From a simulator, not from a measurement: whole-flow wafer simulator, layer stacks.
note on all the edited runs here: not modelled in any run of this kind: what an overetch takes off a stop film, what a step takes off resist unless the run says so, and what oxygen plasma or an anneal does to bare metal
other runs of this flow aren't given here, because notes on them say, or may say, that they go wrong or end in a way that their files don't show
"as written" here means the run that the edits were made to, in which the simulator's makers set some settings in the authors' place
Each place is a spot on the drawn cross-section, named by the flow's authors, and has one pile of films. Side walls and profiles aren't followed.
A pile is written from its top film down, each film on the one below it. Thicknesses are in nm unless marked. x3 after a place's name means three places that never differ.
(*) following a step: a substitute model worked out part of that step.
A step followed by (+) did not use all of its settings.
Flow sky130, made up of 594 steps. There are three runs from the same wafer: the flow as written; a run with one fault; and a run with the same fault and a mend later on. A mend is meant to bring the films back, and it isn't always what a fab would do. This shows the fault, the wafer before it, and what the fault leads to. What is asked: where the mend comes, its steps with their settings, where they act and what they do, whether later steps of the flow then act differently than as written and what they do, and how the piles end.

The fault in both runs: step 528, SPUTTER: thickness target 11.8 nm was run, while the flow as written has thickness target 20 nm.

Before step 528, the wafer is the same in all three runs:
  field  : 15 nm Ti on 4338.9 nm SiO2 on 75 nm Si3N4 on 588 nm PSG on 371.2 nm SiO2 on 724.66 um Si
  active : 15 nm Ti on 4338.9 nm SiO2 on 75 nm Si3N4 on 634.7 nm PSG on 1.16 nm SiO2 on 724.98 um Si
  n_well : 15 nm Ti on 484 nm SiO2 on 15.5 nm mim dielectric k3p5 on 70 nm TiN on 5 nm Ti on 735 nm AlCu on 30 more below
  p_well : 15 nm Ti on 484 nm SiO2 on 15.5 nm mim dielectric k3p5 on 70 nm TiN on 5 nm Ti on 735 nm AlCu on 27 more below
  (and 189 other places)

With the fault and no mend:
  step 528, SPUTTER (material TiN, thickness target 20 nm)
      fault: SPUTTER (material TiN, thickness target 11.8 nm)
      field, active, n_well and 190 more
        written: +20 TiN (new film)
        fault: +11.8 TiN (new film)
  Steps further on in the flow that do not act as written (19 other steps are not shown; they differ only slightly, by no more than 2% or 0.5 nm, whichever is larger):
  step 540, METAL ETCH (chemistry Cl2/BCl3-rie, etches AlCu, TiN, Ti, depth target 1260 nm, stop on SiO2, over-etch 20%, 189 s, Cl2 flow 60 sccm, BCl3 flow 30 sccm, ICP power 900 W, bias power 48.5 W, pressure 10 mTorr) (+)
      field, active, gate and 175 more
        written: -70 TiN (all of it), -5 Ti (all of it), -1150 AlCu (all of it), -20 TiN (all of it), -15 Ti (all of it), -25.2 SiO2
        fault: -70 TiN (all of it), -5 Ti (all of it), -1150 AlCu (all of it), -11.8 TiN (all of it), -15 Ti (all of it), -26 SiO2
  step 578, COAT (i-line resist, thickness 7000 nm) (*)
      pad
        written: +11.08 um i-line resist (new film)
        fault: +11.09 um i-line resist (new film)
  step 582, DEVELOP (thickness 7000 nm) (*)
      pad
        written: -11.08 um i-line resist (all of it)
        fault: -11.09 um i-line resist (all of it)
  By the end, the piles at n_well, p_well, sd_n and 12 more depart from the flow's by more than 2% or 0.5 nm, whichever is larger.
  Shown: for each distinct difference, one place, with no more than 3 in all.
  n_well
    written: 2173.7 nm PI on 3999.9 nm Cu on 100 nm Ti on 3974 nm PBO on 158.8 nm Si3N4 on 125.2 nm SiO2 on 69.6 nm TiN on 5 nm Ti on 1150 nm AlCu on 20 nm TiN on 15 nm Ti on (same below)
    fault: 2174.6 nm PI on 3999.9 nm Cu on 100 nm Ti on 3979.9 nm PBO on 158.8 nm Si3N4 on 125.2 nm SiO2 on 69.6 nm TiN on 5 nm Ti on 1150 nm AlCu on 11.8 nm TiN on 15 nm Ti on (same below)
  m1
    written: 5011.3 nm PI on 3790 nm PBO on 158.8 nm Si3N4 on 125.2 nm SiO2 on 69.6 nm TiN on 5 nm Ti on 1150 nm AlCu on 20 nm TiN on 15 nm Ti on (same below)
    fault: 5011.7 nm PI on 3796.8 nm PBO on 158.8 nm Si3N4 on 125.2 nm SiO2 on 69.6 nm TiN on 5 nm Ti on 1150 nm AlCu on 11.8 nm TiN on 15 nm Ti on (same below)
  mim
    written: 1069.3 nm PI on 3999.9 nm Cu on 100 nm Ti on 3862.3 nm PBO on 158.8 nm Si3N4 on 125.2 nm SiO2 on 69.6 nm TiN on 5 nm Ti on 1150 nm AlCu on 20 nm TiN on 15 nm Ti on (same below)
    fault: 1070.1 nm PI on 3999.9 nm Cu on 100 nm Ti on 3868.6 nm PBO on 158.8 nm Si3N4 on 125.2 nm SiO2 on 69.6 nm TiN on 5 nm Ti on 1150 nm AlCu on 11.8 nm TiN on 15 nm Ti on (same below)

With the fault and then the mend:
  The mend stands after step 528.
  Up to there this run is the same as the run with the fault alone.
  step 528a, SPUTTER (material TiN, thickness target 8.2 nm) (a further turn of the flow's step 528, with different settings)
      field, active, n_well and 190 more
        +8.2 TiN
  Every later step of the flow that is run acts as written at every place that is followed.
  By the end, the piles equal the flow's at every place that both follow.
